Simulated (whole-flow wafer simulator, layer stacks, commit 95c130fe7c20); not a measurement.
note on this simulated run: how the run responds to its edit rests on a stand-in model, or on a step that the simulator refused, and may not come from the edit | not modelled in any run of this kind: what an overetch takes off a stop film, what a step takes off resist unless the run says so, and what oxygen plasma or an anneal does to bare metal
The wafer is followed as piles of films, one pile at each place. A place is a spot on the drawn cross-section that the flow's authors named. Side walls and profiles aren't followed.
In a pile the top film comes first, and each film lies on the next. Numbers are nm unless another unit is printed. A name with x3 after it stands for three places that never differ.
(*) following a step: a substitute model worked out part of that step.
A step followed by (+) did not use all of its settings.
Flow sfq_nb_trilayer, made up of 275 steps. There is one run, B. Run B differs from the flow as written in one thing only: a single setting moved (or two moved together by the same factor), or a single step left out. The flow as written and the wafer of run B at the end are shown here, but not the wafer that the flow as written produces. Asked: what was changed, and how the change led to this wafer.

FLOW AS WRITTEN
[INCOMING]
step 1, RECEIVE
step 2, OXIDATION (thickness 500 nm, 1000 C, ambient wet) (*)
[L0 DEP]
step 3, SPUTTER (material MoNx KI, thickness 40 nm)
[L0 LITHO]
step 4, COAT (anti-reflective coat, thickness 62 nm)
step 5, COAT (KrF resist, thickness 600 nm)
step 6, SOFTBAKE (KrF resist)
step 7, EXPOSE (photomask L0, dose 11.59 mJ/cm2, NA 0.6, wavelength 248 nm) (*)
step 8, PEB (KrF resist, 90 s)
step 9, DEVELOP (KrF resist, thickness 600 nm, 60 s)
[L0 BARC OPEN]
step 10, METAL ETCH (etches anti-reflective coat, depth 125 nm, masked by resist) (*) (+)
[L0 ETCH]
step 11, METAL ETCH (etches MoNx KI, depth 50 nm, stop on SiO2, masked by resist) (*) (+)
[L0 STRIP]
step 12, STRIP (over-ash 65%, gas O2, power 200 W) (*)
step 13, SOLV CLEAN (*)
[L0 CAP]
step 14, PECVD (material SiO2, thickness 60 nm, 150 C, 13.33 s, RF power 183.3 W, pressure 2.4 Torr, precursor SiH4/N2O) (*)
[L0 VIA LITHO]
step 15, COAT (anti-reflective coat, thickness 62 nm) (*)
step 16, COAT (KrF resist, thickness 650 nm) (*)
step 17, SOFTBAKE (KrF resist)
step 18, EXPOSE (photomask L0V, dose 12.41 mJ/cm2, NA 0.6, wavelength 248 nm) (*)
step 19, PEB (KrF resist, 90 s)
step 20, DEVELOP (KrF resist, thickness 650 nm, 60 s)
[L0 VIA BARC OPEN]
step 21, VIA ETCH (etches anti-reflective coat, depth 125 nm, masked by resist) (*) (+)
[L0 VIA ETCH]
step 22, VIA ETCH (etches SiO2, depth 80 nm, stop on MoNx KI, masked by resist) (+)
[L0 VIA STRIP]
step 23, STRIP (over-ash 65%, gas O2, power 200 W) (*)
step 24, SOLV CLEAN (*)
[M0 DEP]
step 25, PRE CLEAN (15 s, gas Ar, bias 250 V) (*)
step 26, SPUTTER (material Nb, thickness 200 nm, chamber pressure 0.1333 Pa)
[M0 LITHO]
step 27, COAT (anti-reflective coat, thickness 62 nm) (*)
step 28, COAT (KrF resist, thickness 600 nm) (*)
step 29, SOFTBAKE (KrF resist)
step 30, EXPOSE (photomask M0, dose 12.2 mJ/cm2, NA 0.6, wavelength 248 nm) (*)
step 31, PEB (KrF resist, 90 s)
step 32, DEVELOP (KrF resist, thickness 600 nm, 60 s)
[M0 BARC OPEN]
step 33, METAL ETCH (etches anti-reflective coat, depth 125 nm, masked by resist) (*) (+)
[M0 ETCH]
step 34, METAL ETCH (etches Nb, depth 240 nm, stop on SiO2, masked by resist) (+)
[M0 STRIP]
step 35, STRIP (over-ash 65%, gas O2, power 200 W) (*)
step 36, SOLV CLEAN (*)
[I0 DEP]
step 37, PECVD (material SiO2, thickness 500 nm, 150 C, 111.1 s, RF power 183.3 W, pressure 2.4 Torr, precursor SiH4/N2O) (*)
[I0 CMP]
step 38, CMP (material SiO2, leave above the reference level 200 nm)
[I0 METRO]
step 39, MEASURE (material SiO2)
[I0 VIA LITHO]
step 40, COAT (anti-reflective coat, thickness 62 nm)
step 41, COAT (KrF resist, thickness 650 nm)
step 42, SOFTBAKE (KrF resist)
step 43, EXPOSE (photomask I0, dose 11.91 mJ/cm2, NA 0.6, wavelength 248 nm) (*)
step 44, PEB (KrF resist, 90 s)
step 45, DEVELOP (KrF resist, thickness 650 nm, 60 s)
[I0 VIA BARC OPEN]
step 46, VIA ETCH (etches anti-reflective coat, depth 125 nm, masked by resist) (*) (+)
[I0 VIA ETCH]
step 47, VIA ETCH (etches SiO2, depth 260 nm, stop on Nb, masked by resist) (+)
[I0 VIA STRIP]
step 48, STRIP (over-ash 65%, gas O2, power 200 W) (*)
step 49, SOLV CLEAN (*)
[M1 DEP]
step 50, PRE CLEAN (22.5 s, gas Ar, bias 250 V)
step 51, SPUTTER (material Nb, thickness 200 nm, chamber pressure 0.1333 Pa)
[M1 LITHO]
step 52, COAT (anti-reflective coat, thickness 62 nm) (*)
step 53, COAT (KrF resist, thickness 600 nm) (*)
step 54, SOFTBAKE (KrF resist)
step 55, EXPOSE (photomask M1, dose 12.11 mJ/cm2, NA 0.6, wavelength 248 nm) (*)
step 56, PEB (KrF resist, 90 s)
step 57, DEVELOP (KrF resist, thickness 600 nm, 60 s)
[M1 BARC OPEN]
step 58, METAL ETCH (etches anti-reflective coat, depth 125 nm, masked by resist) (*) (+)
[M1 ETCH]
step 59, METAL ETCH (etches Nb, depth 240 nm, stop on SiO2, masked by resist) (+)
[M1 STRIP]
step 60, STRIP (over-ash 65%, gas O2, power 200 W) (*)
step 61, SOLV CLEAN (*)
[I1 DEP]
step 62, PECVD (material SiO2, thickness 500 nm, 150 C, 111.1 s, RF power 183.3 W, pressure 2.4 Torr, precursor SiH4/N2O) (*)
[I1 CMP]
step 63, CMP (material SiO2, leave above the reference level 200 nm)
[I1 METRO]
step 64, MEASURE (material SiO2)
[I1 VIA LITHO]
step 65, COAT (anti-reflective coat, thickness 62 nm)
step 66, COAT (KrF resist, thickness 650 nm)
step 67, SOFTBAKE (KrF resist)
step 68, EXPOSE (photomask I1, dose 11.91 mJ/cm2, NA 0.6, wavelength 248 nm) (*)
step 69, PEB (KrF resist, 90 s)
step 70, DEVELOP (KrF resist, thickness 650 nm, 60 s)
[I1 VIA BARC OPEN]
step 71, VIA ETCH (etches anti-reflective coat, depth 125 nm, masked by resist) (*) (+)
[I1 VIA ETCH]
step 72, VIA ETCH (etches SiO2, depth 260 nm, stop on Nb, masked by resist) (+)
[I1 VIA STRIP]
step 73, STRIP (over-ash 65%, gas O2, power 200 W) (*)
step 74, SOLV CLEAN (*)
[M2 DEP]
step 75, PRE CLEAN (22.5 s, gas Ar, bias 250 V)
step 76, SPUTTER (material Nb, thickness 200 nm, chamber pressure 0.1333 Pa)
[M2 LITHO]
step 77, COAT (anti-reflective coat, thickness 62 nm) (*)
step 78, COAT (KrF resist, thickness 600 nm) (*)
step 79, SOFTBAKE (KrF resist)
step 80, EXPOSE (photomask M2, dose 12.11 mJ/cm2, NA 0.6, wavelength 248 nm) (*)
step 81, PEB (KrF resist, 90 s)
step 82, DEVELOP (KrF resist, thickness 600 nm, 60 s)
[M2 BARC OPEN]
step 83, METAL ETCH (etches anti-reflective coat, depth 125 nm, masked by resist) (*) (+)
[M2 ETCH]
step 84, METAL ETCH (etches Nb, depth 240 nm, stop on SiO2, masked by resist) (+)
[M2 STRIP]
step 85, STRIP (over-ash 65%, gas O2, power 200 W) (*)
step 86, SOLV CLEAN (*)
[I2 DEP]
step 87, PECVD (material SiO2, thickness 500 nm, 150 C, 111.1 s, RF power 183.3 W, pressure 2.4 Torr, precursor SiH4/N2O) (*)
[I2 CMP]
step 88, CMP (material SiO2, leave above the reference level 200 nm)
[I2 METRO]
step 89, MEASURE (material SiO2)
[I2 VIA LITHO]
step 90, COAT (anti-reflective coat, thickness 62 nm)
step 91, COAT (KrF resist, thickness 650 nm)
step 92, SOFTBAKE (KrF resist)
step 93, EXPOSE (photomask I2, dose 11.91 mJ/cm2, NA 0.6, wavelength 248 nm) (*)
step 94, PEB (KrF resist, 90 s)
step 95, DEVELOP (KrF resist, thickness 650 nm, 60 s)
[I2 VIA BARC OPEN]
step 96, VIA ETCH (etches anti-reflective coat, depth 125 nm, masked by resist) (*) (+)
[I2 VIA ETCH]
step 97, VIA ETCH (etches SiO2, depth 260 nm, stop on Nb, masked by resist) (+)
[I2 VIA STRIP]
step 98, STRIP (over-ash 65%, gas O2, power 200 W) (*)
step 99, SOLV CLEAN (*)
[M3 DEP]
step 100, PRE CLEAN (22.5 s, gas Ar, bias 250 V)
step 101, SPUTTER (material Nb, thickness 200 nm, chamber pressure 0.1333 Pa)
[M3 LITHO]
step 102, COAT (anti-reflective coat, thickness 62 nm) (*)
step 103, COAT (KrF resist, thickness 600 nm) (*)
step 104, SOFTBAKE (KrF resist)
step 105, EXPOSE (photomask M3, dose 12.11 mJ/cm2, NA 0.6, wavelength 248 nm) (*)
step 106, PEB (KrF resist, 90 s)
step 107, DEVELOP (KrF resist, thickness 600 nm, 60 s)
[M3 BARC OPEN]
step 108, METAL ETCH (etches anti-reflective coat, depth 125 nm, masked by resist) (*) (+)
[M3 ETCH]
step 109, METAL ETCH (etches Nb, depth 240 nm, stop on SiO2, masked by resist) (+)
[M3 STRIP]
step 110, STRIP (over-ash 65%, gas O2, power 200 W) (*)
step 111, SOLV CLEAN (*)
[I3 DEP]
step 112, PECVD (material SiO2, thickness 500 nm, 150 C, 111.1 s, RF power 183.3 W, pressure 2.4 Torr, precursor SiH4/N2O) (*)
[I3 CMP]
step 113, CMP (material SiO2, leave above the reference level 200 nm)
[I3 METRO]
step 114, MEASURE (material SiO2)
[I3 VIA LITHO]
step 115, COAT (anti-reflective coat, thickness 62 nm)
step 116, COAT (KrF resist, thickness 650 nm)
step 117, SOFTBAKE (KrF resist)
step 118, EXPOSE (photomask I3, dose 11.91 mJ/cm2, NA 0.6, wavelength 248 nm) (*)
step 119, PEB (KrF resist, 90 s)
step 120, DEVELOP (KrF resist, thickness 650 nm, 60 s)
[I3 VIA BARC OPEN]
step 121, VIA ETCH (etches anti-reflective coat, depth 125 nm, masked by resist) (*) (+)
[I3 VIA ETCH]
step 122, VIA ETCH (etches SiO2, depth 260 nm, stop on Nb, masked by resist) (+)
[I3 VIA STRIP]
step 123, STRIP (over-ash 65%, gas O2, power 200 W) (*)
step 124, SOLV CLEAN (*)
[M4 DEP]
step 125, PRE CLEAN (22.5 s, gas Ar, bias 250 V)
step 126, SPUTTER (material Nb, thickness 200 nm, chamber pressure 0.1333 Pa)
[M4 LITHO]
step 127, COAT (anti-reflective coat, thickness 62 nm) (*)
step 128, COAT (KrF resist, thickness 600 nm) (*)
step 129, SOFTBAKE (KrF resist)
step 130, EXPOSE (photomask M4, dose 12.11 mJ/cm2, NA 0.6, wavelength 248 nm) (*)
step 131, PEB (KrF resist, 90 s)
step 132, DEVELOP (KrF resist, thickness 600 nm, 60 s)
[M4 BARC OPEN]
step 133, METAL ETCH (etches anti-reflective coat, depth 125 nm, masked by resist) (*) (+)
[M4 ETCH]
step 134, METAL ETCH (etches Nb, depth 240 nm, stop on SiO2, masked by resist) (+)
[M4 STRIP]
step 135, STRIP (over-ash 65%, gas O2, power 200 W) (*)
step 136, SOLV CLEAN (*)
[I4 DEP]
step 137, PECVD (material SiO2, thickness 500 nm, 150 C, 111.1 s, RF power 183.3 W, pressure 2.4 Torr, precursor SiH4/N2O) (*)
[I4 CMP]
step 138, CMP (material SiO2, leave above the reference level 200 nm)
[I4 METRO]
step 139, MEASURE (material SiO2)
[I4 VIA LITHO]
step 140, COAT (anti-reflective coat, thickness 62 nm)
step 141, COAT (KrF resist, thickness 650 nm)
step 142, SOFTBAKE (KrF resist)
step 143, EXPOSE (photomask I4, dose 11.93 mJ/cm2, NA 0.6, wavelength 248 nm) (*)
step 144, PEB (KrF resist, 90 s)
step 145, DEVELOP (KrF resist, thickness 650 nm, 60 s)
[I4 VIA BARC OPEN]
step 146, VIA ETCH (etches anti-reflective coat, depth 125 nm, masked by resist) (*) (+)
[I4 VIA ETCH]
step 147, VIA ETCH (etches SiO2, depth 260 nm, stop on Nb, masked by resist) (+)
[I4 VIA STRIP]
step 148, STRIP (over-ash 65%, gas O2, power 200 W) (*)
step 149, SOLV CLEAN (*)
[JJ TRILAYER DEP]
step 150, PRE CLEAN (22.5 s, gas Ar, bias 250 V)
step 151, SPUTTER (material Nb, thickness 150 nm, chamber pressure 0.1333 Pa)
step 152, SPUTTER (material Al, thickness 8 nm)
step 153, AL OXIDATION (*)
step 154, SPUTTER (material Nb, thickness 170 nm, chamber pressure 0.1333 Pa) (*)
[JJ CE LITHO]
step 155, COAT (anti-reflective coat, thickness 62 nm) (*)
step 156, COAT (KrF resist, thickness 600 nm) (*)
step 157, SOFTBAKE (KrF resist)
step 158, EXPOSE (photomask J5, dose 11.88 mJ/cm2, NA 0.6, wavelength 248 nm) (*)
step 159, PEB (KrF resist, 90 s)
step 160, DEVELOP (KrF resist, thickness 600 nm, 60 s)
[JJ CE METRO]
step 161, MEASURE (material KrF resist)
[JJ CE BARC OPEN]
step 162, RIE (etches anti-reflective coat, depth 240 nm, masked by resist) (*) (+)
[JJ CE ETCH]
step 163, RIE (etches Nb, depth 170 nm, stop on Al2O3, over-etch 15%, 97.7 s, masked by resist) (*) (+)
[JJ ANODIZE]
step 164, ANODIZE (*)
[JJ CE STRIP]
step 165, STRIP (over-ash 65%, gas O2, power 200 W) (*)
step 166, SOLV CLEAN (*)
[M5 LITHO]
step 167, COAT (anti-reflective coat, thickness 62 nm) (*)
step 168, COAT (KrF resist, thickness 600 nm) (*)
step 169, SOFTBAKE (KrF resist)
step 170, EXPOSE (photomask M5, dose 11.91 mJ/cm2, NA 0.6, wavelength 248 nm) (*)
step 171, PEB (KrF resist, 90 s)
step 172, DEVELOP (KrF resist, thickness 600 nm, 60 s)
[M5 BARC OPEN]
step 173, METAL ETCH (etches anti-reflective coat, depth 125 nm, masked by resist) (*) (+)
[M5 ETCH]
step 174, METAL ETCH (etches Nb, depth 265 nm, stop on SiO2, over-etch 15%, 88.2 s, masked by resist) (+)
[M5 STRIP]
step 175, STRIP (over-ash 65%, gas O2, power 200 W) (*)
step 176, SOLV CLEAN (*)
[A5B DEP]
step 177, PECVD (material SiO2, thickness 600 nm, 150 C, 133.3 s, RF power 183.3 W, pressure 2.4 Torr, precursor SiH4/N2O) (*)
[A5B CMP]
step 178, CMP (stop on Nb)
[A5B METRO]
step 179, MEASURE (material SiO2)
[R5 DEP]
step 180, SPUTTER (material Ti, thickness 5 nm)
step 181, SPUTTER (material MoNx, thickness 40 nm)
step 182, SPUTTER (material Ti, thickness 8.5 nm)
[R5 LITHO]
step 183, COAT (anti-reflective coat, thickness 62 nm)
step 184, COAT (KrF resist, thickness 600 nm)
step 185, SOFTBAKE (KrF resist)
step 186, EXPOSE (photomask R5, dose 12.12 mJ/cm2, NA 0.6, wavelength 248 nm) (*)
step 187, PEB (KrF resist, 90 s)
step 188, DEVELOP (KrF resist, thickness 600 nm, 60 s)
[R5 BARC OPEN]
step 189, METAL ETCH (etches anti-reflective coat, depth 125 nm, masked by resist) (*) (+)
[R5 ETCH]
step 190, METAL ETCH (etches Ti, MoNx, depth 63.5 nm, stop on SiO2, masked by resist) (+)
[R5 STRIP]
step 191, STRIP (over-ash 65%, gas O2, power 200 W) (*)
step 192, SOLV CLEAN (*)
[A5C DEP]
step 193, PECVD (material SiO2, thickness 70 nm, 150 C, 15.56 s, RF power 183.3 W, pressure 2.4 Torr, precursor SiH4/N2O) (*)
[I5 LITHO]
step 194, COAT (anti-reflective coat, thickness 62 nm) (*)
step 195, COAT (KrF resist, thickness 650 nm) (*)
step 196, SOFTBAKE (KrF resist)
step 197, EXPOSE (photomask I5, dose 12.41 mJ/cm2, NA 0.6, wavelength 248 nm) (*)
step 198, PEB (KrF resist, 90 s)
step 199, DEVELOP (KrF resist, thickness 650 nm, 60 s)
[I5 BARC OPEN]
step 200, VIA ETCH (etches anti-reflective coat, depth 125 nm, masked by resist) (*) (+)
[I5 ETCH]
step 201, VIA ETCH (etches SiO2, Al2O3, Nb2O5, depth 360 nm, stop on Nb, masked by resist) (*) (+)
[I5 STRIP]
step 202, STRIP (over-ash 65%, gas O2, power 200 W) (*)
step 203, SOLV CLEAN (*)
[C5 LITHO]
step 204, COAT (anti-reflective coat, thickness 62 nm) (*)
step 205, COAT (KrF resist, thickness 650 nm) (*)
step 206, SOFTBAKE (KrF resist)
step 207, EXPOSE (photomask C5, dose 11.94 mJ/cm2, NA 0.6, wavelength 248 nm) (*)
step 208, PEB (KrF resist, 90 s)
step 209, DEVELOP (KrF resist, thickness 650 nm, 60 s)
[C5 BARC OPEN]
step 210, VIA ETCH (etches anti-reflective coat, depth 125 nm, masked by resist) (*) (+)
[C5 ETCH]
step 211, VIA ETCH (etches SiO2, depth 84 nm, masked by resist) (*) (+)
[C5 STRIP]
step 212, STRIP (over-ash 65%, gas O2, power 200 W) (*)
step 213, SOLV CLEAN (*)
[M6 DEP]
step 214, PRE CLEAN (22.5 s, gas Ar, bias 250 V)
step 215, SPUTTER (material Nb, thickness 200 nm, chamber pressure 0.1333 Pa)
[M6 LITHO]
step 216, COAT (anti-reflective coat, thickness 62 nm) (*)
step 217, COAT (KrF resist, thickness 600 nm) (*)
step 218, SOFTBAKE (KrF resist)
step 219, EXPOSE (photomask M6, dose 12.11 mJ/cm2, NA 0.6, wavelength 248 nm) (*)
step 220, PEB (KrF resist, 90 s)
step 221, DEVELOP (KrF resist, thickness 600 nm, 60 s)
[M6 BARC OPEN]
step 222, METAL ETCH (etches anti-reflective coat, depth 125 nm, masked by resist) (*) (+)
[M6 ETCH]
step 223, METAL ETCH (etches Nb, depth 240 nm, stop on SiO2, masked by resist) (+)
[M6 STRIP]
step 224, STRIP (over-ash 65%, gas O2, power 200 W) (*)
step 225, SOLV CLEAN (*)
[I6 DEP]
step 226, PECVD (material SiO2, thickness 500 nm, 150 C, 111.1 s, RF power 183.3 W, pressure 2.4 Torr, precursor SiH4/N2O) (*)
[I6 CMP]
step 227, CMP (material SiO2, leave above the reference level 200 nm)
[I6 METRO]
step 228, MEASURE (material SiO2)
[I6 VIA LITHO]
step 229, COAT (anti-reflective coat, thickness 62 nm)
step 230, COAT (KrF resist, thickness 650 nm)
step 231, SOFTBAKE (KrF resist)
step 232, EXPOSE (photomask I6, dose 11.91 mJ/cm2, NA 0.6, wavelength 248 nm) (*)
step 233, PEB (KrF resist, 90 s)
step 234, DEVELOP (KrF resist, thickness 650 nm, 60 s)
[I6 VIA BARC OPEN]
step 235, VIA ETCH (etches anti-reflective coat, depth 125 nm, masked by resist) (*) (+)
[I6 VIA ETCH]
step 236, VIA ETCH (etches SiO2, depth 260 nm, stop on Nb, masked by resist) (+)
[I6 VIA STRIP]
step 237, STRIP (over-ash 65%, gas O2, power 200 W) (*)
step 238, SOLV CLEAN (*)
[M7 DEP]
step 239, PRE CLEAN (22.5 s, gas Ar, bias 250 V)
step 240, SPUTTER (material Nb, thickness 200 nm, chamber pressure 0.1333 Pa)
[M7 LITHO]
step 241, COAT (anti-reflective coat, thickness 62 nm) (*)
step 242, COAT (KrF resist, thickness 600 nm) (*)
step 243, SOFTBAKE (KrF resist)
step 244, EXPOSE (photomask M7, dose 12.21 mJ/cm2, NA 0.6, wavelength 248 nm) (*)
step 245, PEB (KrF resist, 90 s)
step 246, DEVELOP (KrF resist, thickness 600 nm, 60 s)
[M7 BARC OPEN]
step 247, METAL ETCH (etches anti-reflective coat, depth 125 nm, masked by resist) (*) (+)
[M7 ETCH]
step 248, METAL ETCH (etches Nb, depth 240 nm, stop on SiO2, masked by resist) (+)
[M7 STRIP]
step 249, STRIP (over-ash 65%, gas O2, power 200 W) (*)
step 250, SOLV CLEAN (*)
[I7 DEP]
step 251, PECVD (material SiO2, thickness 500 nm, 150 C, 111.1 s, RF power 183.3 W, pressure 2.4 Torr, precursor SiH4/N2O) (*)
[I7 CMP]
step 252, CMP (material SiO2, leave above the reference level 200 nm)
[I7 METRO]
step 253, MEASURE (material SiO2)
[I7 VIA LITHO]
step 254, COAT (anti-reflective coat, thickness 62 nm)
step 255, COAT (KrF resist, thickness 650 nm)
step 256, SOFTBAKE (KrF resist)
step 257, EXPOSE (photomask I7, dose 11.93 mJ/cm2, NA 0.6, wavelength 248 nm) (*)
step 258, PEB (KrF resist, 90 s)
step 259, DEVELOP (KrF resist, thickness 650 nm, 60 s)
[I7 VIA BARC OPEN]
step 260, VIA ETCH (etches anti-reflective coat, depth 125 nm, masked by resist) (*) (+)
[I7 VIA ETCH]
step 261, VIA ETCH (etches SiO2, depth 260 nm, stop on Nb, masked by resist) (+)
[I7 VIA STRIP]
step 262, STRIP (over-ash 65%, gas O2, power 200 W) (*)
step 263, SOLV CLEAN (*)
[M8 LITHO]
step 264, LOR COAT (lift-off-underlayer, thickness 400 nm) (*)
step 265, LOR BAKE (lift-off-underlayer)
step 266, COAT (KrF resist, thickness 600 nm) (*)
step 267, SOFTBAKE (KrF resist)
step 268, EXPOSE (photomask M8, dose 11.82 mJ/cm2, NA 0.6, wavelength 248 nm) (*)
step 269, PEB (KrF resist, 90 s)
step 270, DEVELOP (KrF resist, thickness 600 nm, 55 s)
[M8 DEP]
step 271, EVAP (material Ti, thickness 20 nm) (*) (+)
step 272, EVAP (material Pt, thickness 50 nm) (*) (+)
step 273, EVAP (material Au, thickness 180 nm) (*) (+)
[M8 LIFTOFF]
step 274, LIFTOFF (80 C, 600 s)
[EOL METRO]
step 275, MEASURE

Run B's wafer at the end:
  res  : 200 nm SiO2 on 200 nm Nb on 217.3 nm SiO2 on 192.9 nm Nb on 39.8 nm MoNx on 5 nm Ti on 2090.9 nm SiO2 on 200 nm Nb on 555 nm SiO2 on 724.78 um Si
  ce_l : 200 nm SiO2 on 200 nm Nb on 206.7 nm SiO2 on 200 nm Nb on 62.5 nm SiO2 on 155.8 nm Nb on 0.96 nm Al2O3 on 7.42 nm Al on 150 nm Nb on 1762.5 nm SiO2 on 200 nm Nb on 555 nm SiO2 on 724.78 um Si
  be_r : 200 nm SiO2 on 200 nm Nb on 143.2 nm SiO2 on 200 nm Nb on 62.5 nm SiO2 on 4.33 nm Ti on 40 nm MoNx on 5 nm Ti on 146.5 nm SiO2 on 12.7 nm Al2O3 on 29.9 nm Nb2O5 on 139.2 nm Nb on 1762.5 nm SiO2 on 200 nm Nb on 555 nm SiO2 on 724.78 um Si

The reason: step 182, SPUTTER: thickness 4.33 nm was run, whereas the flow has thickness 8.5 nm.
One can read it off the wafer: be_r has Ti 4.33, and step 182 as written asks for 8.5 nm.

The path from the change to this, step by step:
  step 182, SPUTTER (material Ti, thickness 8.5 nm)
      field_l, v_sur, via_wl and 103 more: Ti gains 4.33 (new film) (in the flow as written it would be: Ti gains 8.5 (new film))
  step 190, METAL ETCH (etches Ti, MoNx, depth 63.5 nm, stop on SiO2, masked by resist) (+)
      field_l, v_sur, via_wl and 92 more: Ti loses 4.33 (all of it), MoNx loses 40 (all of it), Ti loses 5 (all of it) (in the flow as written it would be: Ti loses 8.5 (all of it), MoNx loses 40 (all of it), Ti loses 5 (all of it))
      ce_l, c5j, ce_r, wl_jj: Ti loses 4.33 (all of it), MoNx loses 40 (all of it), Ti loses 5 (all of it), Nb loses 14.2 (in the flow as written it would be: Ti loses 8.5 (all of it), MoNx loses 40 (all of it), Ti loses 5 (all of it), Nb loses 10)
  step 194, COAT (anti-reflective coat, thickness 62 nm) (*)
      r5r_spacepad_l, r5r_spacepad_r: anti-reflective coat gains 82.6 (new film) (in the flow as written it would be: anti-reflective coat gains 84.4 (new film))
      ce_l: anti-reflective coat gains 69 (new film) (in the flow as written it would be: anti-reflective coat gains 67.2 (new film))
      (as well as at 2 more places)
  step 202, STRIP (over-ash 65%, gas O2, power 200 W) (*)
      r5r_spacepad_l, r5r_spacepad_r: KrF resist loses 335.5 (all of it), anti-reflective coat loses 82.6 (all of it) (in the flow as written it would be: KrF resist loses 335.6 (all of it), anti-reflective coat loses 84.4 (all of it))
      ce_l: KrF resist loses 342.6 (all of it), anti-reflective coat loses 69 (all of it) (in the flow as written it would be: KrF resist loses 341.5 (all of it), anti-reflective coat loses 67.2 (all of it))
      (as well as at 2 more places)
  step 204, COAT (anti-reflective coat, thickness 62 nm) (*)
      r5r_spacepad_l, r5r_spacepad_r: anti-reflective coat gains 82.6 (new film) (in the flow as written it would be: anti-reflective coat gains 84.4 (new film))
      ce_l: anti-reflective coat gains 67.9 (new film) (in the flow as written it would be: anti-reflective coat gains 66 (new film))
      (as well as at 2 more places)
  step 212, STRIP (over-ash 65%, gas O2, power 200 W) (*)
      r5r_spacepad_l, r5r_spacepad_r: KrF resist loses 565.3 (all of it), anti-reflective coat loses 82.6 (all of it) (in the flow as written it would be: KrF resist loses 565.8 (all of it), anti-reflective coat loses 84.4 (all of it))
      ce_l: KrF resist loses 568.2 (all of it), anti-reflective coat loses 67.9 (all of it) (in the flow as written it would be: KrF resist loses 567.4 (all of it), anti-reflective coat loses 66 (all of it))
      (as well as at 2 more places)
  step 214, PRE CLEAN (22.5 s, gas Ar, bias 250 V)
      res: Ti loses 4.33 (all of it), MoNx loses 0.19 (in the flow as written it would be: Ti loses 4.53)
  step 216, COAT (anti-reflective coat, thickness 62 nm) (*)
      r5r_spacepad_l, r5r_spacepad_r: anti-reflective coat gains 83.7 (new film) (in the flow as written it would be: anti-reflective coat gains 85.7 (new film))
      ce_l: anti-reflective coat gains 49.3 (new film) (in the flow as written it would be: anti-reflective coat gains 48 (new film))
      (as well as at 2 more places)
  step 222, METAL ETCH (etches anti-reflective coat, depth 125 nm, masked by resist) (*) (+)
      r5r_spacepad_l, r5r_spacepad_r: anti-reflective coat loses 83.7 (all of it) (in the flow as written it would be: anti-reflective coat loses 85.7 (all of it))
  step 224, STRIP (over-ash 65%, gas O2, power 200 W) (*)
      ce_l: KrF resist loses 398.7 (all of it), anti-reflective coat loses 49.3 (all of it) (in the flow as written it would be: KrF resist loses 397.1 (all of it), anti-reflective coat loses 48 (all of it))
      ce_r: KrF resist loses 404.7 (all of it), anti-reflective coat loses 50 (all of it) (in the flow as written it would be: KrF resist loses 403.5 (all of it), anti-reflective coat loses 48.8 (all of it))
      (as well as at 1 more place)
  step 227, CMP (material SiO2, leave above the reference level 200 nm)
      r5r_line_l, r5r_line_c, r5r_line_r: SiO2 loses 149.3 (in the flow as written it would be: SiO2 loses 153.5)
      r5r_spacepad_l, r5r_spacepad_r: SiO2 loses 146.8 (in the flow as written it would be: SiO2 loses 153.5)
